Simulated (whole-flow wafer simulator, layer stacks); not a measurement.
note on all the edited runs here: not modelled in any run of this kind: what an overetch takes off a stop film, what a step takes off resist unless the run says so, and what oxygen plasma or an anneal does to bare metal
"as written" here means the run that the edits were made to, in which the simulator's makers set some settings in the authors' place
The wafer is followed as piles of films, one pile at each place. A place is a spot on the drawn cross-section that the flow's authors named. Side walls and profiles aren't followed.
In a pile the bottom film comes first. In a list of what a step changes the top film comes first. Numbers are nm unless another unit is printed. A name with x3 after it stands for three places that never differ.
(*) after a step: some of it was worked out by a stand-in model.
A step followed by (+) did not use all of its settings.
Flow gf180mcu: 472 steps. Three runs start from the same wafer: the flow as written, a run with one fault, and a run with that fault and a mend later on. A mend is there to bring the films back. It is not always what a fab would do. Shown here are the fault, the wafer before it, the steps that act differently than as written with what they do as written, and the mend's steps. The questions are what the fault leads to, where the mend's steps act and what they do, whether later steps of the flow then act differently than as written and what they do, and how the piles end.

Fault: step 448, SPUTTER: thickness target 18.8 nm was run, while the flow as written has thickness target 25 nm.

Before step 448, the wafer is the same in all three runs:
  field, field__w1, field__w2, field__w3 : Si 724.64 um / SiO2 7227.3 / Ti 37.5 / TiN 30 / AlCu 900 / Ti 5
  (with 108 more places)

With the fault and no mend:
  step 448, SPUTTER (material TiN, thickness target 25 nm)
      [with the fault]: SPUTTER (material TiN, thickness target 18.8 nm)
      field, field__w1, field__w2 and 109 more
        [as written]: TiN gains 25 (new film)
        [with the fault]: TiN gains 18.8 (new film)
  Steps later in the flow that act otherwise than as written (not shown: 5 more steps that differ only slightly, by at most 2% or 0.5 nm, whichever is larger):
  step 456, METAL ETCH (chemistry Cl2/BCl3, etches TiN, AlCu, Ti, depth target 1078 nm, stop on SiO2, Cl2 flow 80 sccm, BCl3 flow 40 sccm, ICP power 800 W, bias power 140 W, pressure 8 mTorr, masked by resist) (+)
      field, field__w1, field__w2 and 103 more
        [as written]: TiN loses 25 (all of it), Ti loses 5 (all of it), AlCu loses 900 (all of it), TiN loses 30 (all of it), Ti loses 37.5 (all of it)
        [with the fault]: TiN loses 18.8 (all of it), Ti loses 5 (all of it), AlCu loses 900 (all of it), TiN loses 30 (all of it), Ti loses 37.5 (all of it)
  The piles end different from the flow's at field__w8, contact, m1, m1__w1, pad, m1_nw by more than 2% or 0.5 nm, whichever is larger.
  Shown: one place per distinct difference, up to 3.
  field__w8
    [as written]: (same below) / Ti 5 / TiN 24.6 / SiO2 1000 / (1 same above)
    [with the fault]: (same below) / Ti 5 / TiN 18.4 / SiO2 1000 / (1 same above)
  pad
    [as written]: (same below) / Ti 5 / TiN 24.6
    [with the fault]: (same below) / Ti 5 / TiN 18.4

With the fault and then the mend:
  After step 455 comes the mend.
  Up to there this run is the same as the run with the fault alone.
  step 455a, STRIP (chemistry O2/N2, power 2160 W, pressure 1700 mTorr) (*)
      field__w8, contact, m1, m1__w1, pad, m1_nw
        resist loses 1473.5 (all of it)
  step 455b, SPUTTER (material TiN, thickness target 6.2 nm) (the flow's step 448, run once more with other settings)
      field, field__w1, field__w2 and 109 more
        TiN gains 6.2
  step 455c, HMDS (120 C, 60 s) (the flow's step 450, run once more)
      leaves every film unchanged at each place that is followed
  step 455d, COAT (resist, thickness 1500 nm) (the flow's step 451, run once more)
      field, field__w1, field__w2 and 109 more
        resist gains 1500 (new film)
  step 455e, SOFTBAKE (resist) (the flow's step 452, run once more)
      leaves every film unchanged at each place that is followed
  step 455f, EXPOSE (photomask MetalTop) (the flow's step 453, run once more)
      leaves every film unchanged at each place that is followed
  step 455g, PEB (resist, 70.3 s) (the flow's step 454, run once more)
      field, field__w1, field__w2 and 109 more
        resist loses 26.5
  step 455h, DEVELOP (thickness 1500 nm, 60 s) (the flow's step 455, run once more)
      field, field__w1, field__w2 and 103 more
        resist loses 1473.5 (all of it)
  Every later step of the flow that is run acts as written at every place that is followed.
  At every place that both follow, the piles at the end match the flow's.
